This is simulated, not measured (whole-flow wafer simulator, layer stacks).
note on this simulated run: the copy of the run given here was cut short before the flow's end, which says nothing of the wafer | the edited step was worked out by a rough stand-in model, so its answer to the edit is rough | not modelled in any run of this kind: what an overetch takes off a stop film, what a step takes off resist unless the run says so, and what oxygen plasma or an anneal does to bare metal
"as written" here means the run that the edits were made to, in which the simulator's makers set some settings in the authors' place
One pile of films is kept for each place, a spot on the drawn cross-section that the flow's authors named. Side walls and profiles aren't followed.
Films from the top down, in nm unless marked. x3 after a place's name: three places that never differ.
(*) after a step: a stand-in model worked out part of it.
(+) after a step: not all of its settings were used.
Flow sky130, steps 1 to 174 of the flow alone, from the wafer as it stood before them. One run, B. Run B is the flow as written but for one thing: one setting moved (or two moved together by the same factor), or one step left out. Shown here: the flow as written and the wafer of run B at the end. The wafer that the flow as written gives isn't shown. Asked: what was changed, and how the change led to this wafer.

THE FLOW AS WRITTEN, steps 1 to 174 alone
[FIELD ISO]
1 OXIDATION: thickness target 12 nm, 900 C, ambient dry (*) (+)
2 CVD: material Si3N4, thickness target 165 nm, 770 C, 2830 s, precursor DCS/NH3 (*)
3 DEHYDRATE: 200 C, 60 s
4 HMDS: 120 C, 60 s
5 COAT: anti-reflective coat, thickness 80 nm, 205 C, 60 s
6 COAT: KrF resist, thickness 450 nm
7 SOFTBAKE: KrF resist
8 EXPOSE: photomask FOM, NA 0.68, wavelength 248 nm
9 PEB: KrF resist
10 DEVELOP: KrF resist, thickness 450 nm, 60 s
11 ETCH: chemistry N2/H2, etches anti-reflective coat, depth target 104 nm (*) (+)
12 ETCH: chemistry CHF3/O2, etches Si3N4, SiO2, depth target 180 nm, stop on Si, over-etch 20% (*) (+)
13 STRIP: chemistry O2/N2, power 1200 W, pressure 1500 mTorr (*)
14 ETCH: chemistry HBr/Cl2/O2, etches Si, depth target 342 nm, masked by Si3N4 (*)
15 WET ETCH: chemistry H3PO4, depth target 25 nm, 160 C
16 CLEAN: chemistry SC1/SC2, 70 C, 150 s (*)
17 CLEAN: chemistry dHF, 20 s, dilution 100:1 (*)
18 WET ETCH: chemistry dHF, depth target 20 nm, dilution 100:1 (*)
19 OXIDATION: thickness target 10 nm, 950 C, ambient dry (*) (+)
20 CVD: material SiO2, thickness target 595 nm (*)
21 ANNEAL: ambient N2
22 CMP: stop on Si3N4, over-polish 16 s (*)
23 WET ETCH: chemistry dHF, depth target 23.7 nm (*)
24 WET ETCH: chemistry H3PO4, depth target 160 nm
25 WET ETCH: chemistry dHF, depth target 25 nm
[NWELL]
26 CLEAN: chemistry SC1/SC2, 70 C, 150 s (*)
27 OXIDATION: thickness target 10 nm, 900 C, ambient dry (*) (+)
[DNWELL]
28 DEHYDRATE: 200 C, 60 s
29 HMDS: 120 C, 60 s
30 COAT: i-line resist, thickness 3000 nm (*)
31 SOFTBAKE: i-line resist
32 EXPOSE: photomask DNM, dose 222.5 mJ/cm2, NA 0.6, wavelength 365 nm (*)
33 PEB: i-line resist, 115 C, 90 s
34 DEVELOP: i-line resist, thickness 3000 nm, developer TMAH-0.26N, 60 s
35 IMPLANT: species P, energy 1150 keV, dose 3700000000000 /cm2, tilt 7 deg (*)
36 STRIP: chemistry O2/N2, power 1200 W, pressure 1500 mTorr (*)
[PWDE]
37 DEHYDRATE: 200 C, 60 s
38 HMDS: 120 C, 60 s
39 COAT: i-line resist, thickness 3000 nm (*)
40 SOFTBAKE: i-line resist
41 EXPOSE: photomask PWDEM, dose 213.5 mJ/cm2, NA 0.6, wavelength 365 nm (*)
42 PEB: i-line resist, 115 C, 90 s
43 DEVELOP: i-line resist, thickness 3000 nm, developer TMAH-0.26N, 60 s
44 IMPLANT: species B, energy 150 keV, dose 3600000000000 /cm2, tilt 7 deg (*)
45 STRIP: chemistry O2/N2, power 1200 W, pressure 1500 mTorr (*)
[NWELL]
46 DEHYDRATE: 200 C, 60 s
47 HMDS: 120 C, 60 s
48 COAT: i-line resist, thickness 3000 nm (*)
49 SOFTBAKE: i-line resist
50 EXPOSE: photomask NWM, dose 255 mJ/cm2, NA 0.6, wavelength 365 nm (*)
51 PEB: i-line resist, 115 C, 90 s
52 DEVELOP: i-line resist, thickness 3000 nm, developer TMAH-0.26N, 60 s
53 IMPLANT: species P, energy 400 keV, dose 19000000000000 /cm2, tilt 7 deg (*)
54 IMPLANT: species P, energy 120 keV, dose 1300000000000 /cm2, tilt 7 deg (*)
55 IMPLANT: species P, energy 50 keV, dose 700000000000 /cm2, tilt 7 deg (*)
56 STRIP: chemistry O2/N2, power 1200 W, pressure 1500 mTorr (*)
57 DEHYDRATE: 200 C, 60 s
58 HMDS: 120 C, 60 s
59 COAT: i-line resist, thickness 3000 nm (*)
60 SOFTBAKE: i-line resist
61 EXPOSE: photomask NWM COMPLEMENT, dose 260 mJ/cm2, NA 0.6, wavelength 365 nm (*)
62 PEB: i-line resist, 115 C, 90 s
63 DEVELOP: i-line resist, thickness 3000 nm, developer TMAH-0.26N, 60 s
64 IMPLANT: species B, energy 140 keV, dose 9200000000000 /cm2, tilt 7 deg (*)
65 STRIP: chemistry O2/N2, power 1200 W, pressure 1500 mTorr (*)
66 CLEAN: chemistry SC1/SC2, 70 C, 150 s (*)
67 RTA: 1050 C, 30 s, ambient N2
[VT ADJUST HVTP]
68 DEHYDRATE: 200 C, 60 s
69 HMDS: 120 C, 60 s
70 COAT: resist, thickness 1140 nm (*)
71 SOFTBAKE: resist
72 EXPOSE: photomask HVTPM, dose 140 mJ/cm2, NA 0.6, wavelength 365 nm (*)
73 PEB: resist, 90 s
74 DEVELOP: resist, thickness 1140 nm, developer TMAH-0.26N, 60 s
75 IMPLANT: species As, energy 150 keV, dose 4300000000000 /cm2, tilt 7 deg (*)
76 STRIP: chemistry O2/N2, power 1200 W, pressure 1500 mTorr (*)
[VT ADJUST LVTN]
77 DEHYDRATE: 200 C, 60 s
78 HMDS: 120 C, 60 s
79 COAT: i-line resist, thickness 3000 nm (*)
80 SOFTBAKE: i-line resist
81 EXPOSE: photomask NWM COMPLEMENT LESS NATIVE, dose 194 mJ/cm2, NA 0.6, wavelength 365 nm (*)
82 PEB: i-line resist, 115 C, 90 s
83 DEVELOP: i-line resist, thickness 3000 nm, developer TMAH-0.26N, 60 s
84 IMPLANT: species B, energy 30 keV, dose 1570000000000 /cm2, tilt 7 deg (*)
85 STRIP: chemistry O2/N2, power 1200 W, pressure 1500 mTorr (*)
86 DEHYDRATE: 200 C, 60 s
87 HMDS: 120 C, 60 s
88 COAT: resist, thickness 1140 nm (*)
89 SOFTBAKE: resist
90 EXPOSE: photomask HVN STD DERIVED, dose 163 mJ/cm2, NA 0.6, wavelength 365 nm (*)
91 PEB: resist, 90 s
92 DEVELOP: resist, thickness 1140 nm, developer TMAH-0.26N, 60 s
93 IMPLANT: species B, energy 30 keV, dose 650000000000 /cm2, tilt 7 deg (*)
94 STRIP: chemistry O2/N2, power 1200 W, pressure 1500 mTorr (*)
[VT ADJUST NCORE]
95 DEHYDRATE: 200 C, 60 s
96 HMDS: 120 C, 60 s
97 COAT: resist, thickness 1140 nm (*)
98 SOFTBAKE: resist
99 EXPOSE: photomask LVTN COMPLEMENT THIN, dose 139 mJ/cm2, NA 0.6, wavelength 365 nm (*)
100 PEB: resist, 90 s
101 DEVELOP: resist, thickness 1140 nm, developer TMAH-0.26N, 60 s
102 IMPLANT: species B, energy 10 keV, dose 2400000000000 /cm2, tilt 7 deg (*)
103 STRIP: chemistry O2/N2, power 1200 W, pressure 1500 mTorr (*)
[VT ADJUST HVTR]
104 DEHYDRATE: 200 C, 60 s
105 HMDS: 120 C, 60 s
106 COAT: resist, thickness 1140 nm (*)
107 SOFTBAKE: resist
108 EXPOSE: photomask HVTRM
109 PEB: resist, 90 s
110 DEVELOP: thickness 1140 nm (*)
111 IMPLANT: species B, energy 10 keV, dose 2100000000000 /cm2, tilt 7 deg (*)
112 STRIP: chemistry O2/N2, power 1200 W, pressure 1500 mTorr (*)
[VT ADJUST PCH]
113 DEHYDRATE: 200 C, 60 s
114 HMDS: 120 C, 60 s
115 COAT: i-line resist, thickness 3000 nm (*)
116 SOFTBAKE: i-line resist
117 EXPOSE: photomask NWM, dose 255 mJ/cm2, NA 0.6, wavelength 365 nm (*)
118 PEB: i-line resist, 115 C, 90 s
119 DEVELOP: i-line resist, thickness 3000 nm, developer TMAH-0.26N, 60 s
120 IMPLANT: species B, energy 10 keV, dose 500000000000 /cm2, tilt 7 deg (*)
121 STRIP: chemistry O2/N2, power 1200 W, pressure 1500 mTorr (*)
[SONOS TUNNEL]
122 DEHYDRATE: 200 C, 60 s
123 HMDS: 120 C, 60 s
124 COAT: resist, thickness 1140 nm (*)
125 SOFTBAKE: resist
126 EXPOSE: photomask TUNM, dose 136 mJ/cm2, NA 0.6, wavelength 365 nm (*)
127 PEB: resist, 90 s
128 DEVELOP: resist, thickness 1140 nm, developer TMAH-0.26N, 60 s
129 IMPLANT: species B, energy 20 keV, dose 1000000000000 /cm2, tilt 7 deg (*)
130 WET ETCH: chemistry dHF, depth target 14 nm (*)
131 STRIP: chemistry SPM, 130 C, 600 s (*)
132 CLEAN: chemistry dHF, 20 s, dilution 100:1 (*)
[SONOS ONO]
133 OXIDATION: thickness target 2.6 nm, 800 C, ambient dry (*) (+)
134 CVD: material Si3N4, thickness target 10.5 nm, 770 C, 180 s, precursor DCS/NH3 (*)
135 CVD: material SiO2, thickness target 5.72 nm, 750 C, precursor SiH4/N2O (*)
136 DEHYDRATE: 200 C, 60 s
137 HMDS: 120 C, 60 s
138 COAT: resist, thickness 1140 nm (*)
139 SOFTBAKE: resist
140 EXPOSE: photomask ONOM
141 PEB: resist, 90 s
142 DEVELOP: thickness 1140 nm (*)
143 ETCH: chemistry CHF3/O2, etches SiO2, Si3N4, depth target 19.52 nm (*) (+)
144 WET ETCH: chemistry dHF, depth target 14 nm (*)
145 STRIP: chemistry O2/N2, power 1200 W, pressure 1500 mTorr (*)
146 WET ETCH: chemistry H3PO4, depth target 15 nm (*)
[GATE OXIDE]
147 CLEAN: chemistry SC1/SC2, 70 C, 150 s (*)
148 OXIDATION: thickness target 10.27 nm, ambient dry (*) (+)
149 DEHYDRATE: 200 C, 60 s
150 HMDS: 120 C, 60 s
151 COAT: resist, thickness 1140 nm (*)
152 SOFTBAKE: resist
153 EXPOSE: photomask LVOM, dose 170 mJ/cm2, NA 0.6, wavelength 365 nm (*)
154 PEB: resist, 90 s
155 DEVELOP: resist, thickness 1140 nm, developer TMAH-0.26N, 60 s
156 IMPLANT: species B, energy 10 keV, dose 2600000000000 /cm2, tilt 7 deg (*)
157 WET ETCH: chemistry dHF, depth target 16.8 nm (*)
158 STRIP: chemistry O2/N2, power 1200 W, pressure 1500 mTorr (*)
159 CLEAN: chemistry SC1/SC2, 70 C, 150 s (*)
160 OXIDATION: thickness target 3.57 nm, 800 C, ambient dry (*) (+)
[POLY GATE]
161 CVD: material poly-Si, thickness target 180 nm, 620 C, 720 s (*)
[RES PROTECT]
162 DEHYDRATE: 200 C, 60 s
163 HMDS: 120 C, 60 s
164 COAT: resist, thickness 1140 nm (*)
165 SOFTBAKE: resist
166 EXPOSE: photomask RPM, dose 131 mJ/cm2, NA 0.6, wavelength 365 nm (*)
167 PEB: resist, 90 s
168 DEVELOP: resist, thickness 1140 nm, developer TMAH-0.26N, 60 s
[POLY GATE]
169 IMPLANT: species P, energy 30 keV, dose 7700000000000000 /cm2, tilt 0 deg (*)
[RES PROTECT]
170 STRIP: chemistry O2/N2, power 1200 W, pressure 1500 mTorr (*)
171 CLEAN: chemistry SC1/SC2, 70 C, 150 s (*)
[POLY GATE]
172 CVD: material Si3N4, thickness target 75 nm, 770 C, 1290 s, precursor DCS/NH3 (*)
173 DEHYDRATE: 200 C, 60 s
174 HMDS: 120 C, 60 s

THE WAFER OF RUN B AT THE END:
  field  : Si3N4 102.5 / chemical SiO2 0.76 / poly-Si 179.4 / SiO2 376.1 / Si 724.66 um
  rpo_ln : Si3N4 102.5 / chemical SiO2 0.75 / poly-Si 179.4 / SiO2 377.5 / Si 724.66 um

The cause: step 172, CVD: 793 C was run, where the flow has 770 C.

How the change led to this, step by step:
  172 CVD: material Si3N4, thickness target 75 nm, 770 C, 1290 s, precursor DCS/NH3 (*)
      field, active, n_well and 187 more: Si3N4 +102.5 (new film) (as written it would be: Si3N4 +75 (new film))
